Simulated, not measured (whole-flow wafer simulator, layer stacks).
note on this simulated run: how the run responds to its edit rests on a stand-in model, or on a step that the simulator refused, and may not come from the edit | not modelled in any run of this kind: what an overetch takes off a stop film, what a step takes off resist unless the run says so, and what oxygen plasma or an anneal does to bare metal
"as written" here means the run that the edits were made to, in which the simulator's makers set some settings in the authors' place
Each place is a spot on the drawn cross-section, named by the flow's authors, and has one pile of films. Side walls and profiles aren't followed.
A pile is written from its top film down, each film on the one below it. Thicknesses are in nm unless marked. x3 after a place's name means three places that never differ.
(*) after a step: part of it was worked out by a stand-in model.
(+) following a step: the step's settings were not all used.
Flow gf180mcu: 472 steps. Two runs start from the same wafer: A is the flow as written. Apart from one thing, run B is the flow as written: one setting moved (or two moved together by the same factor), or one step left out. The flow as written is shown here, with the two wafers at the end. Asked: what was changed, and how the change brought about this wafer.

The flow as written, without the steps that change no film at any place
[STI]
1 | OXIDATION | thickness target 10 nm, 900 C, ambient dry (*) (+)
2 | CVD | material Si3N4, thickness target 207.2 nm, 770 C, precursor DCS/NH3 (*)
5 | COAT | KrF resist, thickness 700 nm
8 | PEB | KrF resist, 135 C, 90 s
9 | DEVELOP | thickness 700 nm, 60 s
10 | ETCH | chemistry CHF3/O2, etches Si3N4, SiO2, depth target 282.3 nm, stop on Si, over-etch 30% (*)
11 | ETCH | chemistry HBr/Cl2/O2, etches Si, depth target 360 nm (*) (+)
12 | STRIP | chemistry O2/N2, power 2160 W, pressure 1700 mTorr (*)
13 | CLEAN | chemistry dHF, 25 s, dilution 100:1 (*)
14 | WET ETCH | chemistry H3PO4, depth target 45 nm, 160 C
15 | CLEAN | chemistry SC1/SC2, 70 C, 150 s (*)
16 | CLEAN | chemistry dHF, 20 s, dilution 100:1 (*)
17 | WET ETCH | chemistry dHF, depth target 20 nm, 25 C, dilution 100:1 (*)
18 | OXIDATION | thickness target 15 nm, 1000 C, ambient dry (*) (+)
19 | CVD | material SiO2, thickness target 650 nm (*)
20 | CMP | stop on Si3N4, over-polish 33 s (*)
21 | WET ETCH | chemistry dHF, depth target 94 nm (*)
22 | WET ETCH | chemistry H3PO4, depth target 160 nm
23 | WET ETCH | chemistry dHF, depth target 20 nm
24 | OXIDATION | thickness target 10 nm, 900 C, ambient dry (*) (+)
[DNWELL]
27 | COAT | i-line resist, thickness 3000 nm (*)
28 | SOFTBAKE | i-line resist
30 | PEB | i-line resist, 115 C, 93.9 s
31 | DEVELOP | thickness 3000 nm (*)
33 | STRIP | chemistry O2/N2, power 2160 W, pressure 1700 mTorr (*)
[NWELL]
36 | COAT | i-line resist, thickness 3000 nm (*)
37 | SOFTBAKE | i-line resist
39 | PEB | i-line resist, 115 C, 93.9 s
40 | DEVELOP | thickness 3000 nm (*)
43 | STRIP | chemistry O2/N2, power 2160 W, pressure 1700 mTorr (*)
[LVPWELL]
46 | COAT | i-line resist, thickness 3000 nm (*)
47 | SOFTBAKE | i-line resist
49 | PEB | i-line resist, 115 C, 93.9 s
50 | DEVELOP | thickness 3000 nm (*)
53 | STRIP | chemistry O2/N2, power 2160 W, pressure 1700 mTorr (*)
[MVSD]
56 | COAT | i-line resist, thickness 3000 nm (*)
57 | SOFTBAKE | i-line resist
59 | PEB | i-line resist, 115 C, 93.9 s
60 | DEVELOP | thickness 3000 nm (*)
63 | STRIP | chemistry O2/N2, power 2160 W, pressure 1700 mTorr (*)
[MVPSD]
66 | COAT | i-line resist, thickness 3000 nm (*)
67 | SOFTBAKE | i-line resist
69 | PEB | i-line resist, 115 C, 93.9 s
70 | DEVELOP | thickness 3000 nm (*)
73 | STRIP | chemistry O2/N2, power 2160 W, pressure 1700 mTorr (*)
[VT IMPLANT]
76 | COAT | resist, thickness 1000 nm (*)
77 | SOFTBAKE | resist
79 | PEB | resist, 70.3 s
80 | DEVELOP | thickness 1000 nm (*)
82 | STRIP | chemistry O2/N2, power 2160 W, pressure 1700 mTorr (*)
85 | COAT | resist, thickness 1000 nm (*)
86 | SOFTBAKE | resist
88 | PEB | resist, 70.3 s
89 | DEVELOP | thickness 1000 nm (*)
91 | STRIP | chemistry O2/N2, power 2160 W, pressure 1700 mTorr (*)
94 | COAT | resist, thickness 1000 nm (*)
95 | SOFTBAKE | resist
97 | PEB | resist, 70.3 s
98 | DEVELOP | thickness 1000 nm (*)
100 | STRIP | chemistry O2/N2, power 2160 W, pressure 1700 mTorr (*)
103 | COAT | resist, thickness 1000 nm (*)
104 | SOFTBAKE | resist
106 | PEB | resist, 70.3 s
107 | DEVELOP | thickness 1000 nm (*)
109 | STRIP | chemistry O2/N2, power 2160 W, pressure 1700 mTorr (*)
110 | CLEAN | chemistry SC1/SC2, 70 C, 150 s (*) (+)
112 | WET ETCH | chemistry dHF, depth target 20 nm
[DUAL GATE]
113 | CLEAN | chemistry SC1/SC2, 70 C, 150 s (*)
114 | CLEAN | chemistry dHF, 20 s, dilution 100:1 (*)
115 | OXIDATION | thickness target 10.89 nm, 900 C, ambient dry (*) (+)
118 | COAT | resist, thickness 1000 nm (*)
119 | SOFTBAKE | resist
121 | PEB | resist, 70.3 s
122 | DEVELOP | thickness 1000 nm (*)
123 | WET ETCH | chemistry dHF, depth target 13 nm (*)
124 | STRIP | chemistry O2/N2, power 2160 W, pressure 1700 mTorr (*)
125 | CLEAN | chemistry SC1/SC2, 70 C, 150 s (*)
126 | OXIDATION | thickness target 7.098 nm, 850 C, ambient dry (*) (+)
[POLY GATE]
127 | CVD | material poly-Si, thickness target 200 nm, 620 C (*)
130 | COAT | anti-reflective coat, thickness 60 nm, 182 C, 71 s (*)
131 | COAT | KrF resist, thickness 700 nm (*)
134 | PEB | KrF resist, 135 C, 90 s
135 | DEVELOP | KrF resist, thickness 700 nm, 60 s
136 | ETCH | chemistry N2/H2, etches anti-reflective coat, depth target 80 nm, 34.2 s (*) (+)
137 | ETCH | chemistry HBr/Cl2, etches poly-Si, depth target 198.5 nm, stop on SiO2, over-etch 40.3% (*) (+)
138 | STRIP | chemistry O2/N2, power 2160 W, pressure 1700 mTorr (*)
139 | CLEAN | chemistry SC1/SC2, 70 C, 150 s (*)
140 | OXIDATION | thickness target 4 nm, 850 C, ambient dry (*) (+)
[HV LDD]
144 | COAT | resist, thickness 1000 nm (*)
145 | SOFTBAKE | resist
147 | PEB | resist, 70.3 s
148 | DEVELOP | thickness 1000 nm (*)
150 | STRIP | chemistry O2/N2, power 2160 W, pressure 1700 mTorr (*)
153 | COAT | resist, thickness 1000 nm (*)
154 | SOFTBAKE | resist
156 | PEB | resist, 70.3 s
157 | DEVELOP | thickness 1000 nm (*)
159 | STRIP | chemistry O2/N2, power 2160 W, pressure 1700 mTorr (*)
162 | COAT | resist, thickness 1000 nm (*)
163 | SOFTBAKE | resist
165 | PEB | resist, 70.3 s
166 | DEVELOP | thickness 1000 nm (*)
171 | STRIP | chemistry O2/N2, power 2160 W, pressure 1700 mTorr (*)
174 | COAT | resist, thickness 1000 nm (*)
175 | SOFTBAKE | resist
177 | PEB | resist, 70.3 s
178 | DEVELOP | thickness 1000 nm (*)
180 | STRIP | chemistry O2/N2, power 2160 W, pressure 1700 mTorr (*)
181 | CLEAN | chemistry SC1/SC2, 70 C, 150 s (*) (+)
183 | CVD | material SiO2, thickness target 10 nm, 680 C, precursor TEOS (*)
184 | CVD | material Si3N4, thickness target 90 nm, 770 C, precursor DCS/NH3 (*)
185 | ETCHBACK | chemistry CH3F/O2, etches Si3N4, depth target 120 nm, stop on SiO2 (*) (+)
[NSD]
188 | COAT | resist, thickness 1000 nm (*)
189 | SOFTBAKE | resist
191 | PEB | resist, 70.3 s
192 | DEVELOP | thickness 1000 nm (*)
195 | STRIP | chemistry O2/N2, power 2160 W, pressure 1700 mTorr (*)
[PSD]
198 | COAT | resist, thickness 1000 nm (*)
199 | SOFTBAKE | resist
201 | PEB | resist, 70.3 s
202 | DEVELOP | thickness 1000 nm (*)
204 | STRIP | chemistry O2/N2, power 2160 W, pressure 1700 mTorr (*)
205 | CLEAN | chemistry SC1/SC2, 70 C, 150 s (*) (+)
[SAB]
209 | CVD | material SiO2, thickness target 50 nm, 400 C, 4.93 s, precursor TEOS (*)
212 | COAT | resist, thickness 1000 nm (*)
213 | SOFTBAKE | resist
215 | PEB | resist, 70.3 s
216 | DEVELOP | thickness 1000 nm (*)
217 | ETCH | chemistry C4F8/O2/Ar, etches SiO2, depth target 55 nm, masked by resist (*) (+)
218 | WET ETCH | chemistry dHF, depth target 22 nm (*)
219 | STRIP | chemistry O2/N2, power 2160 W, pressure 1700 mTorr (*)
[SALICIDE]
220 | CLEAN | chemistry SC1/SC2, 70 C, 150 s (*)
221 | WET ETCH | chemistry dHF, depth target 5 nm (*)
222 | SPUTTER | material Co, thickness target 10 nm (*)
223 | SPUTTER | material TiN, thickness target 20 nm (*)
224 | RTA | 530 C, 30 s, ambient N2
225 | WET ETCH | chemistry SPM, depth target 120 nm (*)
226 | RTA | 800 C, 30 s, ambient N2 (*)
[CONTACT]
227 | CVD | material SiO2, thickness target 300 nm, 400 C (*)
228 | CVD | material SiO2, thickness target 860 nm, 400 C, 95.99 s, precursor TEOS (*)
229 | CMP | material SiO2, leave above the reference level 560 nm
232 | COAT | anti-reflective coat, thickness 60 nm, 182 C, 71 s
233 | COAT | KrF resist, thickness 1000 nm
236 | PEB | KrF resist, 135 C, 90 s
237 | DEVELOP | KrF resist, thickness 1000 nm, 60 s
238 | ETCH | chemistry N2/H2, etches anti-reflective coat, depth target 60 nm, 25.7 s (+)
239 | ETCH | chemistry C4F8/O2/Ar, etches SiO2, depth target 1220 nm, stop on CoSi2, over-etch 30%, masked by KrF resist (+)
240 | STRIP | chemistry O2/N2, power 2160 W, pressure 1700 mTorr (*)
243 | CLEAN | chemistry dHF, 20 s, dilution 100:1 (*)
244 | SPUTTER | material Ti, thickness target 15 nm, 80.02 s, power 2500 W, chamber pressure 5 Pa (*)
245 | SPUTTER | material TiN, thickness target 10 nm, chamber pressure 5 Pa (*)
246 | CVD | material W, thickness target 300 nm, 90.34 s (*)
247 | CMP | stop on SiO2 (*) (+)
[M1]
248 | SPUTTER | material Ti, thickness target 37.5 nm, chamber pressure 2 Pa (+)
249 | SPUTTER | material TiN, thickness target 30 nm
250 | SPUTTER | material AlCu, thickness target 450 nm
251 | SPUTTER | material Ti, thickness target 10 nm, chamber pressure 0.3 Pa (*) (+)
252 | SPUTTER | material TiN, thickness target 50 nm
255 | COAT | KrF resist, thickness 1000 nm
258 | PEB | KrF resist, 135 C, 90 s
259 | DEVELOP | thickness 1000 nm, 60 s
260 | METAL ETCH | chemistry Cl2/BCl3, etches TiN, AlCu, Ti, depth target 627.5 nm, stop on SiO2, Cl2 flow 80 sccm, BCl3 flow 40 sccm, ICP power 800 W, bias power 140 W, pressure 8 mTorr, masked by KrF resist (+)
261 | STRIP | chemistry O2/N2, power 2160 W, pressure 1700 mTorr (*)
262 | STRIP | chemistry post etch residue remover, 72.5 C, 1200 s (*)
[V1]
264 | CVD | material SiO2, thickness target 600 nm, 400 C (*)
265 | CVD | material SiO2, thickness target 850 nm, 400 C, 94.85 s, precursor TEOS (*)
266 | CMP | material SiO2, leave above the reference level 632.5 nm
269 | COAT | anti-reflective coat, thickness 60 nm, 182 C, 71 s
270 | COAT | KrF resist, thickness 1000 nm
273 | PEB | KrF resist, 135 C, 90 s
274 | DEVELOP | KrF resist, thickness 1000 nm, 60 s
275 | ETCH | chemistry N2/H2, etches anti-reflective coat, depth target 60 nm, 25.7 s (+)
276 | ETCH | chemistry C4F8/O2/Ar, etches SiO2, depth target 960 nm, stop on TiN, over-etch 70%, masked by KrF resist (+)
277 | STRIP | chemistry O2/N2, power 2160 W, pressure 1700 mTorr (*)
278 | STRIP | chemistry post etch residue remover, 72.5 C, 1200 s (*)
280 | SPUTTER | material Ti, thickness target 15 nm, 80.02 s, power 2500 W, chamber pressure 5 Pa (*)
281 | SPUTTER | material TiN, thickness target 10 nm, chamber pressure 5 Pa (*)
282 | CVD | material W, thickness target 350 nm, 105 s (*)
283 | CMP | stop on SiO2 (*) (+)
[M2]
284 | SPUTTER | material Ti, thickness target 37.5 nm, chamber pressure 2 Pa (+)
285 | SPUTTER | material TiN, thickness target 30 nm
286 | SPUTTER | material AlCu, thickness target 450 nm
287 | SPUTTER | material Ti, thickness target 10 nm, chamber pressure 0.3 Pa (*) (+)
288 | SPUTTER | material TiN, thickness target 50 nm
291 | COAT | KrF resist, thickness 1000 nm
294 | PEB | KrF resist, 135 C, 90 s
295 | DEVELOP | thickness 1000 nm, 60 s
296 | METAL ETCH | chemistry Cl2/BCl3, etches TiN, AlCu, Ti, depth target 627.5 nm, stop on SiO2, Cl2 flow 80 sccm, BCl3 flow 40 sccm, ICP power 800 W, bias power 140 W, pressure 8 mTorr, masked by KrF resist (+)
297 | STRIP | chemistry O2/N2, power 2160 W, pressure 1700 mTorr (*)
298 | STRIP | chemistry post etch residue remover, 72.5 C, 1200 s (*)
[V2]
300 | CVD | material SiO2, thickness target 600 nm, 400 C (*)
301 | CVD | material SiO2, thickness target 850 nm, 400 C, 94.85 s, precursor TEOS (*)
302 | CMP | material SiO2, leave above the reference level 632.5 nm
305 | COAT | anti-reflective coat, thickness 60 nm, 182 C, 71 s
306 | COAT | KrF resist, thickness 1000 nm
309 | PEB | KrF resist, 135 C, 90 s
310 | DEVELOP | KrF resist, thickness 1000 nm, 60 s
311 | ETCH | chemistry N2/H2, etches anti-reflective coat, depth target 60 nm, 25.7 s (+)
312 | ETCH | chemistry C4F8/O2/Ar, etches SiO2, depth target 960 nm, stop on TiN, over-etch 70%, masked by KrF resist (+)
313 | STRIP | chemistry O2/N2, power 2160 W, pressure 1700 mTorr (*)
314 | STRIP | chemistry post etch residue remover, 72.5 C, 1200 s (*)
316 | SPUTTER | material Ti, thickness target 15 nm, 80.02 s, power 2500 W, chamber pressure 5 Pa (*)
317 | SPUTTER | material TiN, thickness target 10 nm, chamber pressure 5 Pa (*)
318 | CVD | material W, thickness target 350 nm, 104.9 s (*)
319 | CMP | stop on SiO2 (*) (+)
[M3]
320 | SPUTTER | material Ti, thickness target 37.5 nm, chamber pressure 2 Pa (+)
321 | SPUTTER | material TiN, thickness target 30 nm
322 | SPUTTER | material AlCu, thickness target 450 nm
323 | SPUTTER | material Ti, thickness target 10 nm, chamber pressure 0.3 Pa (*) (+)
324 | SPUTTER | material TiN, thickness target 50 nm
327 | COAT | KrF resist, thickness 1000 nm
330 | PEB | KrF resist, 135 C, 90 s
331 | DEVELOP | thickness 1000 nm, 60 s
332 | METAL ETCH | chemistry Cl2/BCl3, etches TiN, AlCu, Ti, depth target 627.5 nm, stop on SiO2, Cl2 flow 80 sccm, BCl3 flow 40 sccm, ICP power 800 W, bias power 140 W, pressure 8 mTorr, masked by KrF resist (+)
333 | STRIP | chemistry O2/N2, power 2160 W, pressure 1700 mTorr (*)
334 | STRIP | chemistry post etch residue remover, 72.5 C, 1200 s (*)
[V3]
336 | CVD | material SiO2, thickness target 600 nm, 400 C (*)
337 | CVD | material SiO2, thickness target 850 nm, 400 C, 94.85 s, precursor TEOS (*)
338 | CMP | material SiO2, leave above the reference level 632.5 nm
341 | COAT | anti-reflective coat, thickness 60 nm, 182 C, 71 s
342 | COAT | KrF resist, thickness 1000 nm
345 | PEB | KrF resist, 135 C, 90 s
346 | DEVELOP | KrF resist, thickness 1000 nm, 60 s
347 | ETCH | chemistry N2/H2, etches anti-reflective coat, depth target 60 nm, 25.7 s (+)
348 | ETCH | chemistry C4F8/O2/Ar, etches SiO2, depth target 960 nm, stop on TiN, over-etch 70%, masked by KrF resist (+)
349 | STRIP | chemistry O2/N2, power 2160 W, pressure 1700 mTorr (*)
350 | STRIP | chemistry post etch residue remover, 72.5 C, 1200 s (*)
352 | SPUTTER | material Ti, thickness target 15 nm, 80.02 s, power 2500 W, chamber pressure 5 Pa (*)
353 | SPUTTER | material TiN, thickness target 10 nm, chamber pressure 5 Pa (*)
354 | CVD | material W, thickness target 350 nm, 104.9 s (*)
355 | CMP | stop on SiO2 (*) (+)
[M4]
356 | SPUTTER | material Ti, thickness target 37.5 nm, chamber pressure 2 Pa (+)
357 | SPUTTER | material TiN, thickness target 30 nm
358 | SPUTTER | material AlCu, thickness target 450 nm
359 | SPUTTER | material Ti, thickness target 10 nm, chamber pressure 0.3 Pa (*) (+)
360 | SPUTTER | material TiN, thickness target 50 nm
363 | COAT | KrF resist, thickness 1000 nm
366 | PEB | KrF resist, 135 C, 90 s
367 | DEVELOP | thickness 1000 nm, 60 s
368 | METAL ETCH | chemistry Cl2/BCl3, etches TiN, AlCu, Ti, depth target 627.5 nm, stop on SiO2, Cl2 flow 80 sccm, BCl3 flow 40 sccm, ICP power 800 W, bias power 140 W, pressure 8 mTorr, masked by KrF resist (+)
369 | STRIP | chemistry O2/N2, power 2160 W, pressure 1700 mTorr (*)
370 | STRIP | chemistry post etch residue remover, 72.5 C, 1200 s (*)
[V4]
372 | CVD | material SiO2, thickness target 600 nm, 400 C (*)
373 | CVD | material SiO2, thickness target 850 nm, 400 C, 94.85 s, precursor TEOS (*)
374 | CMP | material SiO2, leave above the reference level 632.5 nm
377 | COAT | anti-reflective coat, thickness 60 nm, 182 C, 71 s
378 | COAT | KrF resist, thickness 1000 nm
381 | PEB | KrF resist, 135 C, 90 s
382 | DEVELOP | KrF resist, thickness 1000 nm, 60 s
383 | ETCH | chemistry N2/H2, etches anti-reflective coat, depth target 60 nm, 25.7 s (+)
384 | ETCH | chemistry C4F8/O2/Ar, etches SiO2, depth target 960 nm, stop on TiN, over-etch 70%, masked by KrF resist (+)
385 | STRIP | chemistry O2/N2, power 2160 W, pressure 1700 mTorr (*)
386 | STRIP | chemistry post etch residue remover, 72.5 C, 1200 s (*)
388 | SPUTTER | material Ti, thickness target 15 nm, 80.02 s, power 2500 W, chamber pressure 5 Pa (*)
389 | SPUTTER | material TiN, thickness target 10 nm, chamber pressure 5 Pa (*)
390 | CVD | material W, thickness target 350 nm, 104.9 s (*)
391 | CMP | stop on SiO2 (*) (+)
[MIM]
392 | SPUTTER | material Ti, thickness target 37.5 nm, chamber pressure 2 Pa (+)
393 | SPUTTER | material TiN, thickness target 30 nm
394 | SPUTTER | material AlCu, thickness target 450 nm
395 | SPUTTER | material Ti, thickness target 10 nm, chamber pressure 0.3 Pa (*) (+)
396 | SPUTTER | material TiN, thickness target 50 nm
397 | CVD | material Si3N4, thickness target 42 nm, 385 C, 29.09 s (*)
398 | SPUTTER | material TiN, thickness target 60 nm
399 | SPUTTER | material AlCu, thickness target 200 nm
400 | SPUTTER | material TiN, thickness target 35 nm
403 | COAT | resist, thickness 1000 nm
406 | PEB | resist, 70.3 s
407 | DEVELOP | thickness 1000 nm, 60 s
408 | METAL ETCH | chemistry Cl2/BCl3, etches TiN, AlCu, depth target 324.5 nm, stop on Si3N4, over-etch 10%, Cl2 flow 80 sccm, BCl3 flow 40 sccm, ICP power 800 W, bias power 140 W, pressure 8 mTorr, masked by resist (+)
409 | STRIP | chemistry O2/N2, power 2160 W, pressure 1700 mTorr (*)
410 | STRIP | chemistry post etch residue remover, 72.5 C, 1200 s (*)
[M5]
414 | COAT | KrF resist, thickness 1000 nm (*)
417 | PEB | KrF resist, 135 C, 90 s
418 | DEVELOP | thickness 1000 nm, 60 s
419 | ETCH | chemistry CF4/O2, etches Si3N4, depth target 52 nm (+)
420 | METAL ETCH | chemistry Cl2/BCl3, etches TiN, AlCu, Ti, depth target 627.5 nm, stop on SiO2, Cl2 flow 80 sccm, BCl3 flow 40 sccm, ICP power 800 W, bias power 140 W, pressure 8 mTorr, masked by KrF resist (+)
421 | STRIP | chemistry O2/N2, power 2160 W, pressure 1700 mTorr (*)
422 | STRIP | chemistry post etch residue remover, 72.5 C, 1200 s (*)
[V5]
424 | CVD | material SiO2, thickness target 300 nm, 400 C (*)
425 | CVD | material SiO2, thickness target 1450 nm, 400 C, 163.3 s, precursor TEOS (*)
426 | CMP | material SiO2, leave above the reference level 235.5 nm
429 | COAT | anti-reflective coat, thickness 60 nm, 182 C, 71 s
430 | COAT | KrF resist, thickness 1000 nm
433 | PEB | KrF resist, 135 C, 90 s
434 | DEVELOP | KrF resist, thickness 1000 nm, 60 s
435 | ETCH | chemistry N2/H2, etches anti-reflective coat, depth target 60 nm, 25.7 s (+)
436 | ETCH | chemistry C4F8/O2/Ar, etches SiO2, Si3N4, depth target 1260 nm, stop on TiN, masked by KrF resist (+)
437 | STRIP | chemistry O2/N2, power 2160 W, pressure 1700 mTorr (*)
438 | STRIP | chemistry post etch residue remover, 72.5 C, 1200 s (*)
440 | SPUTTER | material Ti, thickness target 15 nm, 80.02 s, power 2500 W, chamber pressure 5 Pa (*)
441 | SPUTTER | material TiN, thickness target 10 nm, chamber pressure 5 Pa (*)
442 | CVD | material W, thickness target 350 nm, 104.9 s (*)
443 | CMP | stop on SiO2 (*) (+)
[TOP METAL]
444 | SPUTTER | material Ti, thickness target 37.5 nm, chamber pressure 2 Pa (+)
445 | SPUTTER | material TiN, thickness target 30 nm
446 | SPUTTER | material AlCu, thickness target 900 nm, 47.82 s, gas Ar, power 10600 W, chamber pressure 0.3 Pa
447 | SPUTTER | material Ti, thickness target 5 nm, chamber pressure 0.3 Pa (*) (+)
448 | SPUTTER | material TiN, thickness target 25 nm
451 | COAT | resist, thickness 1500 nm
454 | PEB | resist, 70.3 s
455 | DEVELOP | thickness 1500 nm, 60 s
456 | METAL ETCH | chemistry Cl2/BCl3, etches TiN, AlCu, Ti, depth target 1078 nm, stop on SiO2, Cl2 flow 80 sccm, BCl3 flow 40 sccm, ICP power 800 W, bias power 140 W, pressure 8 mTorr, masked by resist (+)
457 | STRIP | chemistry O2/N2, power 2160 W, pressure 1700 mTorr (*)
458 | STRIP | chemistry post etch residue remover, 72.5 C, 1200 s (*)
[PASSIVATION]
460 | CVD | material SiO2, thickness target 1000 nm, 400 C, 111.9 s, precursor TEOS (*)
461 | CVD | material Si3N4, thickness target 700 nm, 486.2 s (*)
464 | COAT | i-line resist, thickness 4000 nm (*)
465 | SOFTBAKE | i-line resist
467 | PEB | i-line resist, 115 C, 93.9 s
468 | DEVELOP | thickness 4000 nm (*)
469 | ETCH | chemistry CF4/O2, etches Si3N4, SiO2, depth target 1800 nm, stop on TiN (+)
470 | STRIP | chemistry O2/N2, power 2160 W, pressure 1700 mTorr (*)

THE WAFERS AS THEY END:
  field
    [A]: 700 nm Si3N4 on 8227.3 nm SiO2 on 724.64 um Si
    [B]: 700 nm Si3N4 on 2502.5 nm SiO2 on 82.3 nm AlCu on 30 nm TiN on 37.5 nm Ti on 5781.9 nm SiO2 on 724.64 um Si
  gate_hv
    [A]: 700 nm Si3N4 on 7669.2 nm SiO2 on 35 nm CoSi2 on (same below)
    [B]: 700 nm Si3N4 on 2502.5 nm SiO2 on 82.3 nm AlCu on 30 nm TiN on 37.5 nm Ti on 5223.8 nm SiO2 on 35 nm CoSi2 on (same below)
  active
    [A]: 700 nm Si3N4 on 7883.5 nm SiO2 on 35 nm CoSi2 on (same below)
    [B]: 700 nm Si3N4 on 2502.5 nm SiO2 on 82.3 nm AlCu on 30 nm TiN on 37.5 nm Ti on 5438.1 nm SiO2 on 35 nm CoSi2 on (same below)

The reason: step 394, SPUTTER: thickness target 657 nm was run, while the flow as written has thickness target 450 nm.

Step by step, how the change led to this:
  394 | SPUTTER | material AlCu, thickness target 450 nm
      field, field__w1, field__w2 and 108 more: A AlCu gains 450 (new film) | B AlCu gains 657 (new film)
  420 | METAL ETCH | chemistry Cl2/BCl3, etches TiN, AlCu, Ti, depth target 627.5 nm, stop on SiO2, Cl2 flow 80 sccm, BCl3 flow 40 sccm, ICP power 800 W, bias power 140 W, pressure 8 mTorr, masked by KrF resist (+)
      field, field__w1, field__w2 and 101 more: A TiN loses 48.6 (all of it), Ti loses 10 (all of it), AlCu loses 450 (all of it), TiN loses 30 (all of it), Ti loses 37.5 (all of it) | B TiN loses 48.6 (all of it), Ti loses 10 (all of it), AlCu loses 568.9
  422 | STRIP | chemistry post etch residue remover, 72.5 C, 1200 s (*)
      field, field__w1, field__w2 and 101 more: A nothing | B AlCu loses 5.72
  424 | CVD | material SiO2, thickness target 300 nm, 400 C (*)
      field, field__w1, field__w2 and 101 more: A SiO2 gains 300 | B SiO2 gains 300 (new film)
  426 | CMP | material SiO2, leave above the reference level 235.5 nm
      field, field__w1, field__w5 and 92 more: A SiO2 loses 300.8 | B SiO2 loses 243.7
      field__w2, field__w3, field__w12 and 6 more: A SiO2 loses 272.7 | B SiO2 loses 212.9
Taking metal films that touch as one body, field has 1 body; the flow as written gives 0 bodies.
Taking metal films that touch as one body, gate_hv has 2 bodies (between them, from the top down: SiO2 5223.8); the flow as written gives 1 body.
Taking metal films that touch as one body, active has 2 bodies (between them, from the top down: SiO2 5438.1); the flow as written gives 1 body.
